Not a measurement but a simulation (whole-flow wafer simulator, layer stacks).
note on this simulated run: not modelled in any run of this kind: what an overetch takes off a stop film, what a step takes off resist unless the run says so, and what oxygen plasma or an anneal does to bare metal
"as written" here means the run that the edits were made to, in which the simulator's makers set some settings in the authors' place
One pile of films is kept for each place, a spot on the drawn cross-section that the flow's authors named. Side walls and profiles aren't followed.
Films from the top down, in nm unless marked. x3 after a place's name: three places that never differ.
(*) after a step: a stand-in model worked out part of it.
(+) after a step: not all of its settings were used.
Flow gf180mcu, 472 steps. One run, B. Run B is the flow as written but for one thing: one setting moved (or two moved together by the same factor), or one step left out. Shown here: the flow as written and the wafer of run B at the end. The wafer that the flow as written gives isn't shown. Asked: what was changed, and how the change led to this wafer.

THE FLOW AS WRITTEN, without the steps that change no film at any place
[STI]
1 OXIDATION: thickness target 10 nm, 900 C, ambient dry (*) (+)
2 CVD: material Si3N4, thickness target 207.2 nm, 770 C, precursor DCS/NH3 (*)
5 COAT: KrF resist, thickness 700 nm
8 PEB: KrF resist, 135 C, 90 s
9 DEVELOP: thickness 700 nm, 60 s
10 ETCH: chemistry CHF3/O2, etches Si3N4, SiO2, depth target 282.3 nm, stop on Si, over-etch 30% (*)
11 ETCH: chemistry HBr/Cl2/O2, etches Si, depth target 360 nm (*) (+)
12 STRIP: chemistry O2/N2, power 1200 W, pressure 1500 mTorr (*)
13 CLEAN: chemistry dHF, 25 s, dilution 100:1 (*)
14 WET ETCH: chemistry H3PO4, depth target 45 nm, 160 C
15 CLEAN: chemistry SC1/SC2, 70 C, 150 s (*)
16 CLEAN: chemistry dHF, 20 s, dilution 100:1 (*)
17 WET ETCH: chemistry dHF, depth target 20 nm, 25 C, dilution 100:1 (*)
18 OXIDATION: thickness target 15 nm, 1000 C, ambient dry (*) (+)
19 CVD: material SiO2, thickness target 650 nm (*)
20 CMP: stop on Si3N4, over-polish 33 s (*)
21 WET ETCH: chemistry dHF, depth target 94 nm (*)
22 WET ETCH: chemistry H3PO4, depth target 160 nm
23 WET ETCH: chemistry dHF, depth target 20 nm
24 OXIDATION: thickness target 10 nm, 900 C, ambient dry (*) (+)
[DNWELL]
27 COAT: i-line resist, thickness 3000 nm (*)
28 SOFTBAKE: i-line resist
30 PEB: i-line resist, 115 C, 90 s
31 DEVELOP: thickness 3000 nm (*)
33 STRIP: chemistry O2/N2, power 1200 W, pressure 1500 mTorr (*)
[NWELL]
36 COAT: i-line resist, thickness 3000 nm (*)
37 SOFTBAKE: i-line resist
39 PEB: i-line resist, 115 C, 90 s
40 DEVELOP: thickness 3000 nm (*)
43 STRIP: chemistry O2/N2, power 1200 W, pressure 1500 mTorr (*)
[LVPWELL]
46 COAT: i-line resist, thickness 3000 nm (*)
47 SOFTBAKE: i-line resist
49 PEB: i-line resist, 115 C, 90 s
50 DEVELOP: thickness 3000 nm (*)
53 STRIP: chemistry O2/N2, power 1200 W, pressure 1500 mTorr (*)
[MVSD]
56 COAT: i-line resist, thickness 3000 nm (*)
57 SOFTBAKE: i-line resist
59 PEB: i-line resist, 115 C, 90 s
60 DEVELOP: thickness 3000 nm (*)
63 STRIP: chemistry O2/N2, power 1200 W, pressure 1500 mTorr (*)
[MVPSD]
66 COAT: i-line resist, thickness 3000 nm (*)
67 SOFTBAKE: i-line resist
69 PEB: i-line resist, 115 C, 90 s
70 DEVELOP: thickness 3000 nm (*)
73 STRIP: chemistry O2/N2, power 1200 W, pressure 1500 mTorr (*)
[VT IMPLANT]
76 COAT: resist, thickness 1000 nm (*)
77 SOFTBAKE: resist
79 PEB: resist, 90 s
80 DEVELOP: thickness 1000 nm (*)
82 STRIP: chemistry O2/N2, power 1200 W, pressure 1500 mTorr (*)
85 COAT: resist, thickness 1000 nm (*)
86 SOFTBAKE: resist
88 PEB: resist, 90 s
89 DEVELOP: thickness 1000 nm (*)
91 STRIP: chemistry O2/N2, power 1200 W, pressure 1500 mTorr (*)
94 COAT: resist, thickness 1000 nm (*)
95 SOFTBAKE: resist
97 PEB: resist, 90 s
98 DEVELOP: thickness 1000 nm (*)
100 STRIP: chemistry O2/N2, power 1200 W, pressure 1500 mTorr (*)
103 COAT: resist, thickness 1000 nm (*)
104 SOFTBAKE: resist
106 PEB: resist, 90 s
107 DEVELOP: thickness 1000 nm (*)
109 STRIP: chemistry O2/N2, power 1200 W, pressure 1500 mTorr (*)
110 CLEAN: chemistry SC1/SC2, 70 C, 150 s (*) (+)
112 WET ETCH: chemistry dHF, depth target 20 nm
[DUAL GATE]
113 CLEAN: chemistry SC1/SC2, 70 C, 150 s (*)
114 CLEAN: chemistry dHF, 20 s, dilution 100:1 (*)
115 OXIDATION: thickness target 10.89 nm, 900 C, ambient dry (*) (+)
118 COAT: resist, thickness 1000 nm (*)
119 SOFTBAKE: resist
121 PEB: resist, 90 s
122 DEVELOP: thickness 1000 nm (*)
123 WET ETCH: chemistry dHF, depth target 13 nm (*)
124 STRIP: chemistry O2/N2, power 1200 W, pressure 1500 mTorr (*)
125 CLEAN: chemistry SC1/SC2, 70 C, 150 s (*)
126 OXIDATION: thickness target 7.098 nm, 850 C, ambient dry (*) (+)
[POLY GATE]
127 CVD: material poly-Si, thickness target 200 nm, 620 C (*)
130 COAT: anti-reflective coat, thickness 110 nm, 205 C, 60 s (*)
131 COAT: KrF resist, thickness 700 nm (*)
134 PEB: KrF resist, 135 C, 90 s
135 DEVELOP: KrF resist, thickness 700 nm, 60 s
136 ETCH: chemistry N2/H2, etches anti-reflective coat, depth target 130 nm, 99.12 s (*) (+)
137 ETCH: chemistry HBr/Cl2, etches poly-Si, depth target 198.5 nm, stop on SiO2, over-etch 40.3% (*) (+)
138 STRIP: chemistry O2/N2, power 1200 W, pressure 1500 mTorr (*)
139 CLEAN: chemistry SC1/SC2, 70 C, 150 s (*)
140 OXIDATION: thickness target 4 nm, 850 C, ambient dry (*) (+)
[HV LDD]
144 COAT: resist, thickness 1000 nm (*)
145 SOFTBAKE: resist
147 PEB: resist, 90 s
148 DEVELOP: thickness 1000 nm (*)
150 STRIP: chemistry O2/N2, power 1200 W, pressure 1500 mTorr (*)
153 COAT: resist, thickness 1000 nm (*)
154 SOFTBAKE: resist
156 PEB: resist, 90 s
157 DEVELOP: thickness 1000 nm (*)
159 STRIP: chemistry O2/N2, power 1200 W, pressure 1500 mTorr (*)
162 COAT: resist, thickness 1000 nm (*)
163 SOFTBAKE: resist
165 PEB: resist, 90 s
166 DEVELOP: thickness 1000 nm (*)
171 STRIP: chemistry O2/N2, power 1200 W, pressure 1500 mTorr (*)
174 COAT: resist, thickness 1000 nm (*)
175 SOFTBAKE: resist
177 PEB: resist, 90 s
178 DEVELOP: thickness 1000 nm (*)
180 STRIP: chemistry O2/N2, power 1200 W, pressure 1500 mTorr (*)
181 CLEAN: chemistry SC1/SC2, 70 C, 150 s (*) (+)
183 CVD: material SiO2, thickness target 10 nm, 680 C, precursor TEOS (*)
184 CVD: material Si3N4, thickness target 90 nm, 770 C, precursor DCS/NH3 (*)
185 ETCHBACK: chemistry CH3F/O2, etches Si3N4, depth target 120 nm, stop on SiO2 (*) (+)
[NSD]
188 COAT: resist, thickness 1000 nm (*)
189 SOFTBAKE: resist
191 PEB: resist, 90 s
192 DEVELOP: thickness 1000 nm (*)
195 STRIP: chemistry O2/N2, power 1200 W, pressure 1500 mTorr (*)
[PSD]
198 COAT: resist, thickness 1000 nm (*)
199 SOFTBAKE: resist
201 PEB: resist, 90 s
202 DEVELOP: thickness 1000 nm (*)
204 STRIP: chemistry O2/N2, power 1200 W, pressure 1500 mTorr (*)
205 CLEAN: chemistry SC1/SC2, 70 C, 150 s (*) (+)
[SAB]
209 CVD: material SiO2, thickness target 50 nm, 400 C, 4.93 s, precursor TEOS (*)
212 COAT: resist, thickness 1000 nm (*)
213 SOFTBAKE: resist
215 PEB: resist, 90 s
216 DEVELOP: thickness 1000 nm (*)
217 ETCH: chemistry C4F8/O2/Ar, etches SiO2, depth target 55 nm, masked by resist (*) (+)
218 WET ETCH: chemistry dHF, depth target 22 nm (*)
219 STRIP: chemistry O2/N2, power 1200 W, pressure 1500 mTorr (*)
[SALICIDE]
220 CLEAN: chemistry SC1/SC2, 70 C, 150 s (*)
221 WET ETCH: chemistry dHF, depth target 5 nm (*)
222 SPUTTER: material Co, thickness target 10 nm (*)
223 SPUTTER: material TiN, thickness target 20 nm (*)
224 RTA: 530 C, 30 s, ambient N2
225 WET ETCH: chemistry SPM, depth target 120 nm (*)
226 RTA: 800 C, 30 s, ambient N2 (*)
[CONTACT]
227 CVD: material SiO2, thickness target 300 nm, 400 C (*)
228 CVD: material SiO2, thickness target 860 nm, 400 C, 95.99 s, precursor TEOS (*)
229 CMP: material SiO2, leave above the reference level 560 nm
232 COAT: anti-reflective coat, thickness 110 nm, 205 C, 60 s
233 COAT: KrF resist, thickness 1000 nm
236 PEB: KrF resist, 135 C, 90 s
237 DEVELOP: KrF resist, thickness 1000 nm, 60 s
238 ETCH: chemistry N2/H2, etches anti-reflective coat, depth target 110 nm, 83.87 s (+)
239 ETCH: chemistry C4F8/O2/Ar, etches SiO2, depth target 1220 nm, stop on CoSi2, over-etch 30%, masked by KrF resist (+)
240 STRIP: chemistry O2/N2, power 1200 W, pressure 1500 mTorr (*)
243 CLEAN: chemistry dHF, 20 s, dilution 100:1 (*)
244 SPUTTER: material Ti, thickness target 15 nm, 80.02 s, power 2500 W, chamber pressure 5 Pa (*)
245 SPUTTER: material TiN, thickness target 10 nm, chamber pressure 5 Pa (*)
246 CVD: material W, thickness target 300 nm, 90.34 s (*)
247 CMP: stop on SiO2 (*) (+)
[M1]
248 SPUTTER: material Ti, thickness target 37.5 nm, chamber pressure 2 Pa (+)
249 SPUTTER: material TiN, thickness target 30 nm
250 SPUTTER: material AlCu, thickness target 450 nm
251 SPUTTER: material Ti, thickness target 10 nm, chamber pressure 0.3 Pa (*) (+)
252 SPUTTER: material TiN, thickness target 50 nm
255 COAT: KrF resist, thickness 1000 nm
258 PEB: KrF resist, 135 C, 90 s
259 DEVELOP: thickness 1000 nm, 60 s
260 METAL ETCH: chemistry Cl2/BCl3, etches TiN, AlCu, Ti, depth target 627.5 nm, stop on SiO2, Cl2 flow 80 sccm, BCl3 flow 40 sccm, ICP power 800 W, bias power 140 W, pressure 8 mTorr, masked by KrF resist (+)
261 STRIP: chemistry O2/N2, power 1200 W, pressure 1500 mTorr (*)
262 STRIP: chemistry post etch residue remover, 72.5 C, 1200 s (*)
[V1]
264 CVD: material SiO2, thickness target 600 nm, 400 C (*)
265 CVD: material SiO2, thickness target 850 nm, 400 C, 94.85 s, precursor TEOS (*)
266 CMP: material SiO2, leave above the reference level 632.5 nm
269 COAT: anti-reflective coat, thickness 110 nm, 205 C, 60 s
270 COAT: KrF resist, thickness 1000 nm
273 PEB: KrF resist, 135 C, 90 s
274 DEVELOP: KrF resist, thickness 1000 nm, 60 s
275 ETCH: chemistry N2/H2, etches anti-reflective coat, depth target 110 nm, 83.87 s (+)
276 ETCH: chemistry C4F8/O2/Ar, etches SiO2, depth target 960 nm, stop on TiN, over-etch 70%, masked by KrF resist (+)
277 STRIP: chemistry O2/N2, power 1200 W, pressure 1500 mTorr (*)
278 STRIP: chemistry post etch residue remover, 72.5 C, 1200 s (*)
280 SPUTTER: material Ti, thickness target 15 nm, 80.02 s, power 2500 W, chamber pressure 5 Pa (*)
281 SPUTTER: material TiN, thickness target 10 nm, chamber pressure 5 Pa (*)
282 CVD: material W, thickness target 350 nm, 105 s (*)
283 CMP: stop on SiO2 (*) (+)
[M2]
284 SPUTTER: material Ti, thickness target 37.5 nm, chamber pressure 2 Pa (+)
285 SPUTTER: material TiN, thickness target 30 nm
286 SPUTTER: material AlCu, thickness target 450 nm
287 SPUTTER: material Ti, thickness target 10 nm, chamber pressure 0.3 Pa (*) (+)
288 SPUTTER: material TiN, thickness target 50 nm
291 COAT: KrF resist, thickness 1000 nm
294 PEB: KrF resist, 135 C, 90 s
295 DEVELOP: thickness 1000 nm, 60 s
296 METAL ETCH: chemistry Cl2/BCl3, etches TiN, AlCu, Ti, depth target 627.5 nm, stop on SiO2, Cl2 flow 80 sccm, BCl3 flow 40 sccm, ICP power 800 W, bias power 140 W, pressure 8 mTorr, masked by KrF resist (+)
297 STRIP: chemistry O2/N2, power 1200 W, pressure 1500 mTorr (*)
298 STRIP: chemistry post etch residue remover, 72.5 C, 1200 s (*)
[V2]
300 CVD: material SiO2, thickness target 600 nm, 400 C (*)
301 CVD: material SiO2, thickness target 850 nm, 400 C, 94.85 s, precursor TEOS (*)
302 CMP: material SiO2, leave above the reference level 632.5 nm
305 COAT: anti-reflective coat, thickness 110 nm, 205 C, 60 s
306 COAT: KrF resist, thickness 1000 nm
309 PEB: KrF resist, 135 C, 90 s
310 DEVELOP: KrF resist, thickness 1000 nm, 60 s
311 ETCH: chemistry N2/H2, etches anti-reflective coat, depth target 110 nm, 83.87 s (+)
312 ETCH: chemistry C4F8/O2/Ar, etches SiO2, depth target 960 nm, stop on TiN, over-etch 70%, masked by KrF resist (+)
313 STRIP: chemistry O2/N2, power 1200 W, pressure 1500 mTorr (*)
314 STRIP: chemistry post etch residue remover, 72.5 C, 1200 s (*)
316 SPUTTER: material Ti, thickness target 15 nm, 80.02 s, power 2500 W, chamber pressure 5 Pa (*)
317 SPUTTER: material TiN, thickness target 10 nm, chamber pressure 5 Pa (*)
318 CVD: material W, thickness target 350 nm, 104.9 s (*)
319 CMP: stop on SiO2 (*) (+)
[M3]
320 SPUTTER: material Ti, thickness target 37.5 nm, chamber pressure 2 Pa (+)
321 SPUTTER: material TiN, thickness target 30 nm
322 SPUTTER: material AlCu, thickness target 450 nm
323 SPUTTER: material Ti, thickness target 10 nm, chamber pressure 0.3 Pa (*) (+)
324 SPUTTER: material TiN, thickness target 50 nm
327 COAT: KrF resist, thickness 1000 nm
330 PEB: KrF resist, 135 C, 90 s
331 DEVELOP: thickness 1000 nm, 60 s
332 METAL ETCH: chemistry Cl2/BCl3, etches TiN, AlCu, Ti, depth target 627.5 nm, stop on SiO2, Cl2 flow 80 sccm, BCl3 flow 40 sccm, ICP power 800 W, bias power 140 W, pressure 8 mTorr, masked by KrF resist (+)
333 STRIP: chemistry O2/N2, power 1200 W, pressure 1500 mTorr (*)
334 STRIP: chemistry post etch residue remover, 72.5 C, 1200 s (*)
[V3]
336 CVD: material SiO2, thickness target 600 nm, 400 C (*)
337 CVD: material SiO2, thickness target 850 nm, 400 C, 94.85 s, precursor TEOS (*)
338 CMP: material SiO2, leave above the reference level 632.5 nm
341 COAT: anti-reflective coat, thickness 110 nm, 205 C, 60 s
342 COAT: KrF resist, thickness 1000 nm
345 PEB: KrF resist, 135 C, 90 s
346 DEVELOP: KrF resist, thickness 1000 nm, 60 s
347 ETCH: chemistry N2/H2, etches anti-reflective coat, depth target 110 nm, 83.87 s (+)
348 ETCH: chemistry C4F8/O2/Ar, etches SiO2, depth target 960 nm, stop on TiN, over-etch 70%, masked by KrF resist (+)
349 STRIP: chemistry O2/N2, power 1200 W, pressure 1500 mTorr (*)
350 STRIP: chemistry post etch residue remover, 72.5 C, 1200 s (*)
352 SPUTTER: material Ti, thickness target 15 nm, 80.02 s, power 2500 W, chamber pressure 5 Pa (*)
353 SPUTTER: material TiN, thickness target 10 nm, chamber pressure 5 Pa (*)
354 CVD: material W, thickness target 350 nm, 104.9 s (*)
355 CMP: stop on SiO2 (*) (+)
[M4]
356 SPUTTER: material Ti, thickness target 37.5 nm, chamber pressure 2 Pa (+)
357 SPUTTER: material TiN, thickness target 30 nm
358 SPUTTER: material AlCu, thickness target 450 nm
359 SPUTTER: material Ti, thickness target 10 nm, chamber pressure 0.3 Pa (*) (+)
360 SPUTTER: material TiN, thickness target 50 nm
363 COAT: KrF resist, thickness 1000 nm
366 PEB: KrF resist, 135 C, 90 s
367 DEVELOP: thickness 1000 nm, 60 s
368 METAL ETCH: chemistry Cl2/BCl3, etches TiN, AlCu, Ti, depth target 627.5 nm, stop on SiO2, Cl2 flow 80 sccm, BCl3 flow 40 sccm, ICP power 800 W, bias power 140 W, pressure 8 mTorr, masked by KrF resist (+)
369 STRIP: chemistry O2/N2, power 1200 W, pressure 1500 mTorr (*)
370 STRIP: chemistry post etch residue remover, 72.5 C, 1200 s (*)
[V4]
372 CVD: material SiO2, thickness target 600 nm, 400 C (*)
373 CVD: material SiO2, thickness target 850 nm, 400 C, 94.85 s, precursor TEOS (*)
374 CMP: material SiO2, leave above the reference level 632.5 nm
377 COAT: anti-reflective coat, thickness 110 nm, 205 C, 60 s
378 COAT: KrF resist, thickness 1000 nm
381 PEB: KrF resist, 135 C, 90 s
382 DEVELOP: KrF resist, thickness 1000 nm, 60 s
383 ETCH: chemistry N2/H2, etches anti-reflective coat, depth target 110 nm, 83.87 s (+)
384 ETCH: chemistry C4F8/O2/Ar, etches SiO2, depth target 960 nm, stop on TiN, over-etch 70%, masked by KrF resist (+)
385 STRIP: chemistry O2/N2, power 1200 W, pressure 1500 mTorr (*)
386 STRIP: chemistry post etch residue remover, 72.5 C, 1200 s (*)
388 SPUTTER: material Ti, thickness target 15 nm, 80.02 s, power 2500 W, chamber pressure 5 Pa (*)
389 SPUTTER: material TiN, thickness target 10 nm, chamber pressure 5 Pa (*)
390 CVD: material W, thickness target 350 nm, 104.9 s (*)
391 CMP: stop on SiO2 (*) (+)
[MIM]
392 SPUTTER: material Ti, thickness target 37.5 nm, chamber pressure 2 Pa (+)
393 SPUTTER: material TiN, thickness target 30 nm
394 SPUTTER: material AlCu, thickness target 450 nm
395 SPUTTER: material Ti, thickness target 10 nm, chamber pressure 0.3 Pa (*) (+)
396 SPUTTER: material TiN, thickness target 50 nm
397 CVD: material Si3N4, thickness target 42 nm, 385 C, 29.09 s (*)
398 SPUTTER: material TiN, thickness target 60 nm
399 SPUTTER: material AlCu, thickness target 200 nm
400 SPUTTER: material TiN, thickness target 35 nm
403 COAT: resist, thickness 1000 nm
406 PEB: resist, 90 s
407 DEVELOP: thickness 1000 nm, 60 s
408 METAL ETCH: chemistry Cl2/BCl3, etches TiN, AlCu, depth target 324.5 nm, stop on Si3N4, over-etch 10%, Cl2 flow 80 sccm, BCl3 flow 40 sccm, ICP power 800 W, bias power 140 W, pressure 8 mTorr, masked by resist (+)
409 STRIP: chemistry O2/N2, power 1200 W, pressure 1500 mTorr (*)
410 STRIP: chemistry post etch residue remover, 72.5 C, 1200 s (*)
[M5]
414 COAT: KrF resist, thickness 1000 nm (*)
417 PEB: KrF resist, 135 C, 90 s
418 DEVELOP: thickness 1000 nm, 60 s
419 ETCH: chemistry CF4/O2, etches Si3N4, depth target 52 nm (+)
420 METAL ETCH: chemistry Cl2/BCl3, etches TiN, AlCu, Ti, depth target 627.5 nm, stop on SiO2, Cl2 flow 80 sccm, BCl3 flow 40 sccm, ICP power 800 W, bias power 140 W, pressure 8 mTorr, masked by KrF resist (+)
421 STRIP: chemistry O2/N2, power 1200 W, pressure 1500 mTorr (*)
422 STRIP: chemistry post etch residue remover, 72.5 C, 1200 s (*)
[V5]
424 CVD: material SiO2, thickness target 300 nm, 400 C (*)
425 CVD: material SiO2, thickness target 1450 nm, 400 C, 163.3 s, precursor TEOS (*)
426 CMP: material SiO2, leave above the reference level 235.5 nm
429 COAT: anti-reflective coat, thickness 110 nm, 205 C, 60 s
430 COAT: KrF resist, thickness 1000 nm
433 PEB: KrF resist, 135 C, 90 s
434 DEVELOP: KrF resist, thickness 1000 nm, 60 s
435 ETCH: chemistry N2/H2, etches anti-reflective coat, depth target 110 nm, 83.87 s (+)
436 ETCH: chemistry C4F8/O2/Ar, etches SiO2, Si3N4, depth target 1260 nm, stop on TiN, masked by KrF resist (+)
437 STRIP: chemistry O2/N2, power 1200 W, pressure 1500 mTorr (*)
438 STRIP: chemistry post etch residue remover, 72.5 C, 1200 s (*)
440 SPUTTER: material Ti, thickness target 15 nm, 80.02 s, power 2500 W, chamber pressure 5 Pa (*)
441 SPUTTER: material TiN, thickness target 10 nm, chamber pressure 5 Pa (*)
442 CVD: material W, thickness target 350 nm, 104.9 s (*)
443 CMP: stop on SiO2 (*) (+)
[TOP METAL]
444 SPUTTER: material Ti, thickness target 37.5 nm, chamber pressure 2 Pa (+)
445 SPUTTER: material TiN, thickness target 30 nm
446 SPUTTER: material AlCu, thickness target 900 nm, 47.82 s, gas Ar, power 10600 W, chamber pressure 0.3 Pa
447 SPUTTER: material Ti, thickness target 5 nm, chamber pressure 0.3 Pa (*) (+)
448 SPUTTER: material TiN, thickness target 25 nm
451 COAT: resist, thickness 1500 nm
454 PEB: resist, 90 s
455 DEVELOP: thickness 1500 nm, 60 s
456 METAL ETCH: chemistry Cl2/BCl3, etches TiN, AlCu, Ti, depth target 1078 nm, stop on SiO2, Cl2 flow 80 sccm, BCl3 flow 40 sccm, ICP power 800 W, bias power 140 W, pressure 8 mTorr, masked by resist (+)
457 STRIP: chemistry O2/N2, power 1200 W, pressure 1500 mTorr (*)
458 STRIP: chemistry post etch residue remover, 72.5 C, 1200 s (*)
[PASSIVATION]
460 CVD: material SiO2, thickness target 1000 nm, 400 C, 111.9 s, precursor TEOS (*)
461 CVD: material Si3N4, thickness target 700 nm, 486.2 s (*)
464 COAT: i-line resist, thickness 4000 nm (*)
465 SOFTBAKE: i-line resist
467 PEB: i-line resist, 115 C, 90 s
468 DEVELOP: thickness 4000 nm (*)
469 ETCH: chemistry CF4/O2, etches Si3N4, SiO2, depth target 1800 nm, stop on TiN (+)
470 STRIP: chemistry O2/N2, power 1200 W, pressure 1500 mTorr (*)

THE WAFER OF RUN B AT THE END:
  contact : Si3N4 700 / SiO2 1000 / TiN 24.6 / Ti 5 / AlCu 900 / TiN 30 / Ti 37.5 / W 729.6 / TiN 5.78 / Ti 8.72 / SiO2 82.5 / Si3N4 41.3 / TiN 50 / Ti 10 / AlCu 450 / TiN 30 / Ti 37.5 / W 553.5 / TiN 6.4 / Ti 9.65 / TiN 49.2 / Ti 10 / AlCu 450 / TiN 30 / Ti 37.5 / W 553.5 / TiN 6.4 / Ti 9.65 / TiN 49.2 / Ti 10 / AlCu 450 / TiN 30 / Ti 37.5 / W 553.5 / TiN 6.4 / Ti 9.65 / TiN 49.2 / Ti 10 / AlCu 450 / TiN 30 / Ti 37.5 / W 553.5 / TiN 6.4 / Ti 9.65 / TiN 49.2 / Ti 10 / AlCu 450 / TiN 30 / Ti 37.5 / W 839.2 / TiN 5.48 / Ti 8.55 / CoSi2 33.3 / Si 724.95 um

The cause: step 436, ETCH: depth target 747 nm was run, where the flow has depth target 1260 nm.

How the change led to this, step by step:
  436 ETCH: chemistry C4F8/O2/Ar, etches SiO2, Si3N4, depth target 1260 nm, stop on TiN, masked by KrF resist (+)
      contact: SiO2 -747 (as written it would be: SiO2 -829.5 (all of it), Si3N4 -41.3 (all of it))
      field, field__w1, field__w2 and 108 more: KrF resist -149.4 (as written it would be: KrF resist -252)
  437 STRIP: chemistry O2/N2, power 1200 W, pressure 1500 mTorr (*)
      field, field__w1, field__w2 and 108 more: KrF resist -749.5 (all of it), anti-reflective coat -110 (all of it) (as written it would be: KrF resist -646.9 (all of it), anti-reflective coat -110 (all of it))
  440 SPUTTER: material Ti, thickness target 15 nm, 80.02 s, power 2500 W, chamber pressure 5 Pa (*)
      contact: Ti +8.72 (new film) (as written it would be: Ti +8.12 (new film))
  442 CVD: material W, thickness target 350 nm, 104.9 s (*)
      contact: W +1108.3 (new film) (as written it would be: W +1233.6 (new film))
Counting metal films that touch as one body, contact has 2 bodies (between them, from the top down: SiO2 82.5 / Si3N4 41.3); the flow as written gives 1 body.
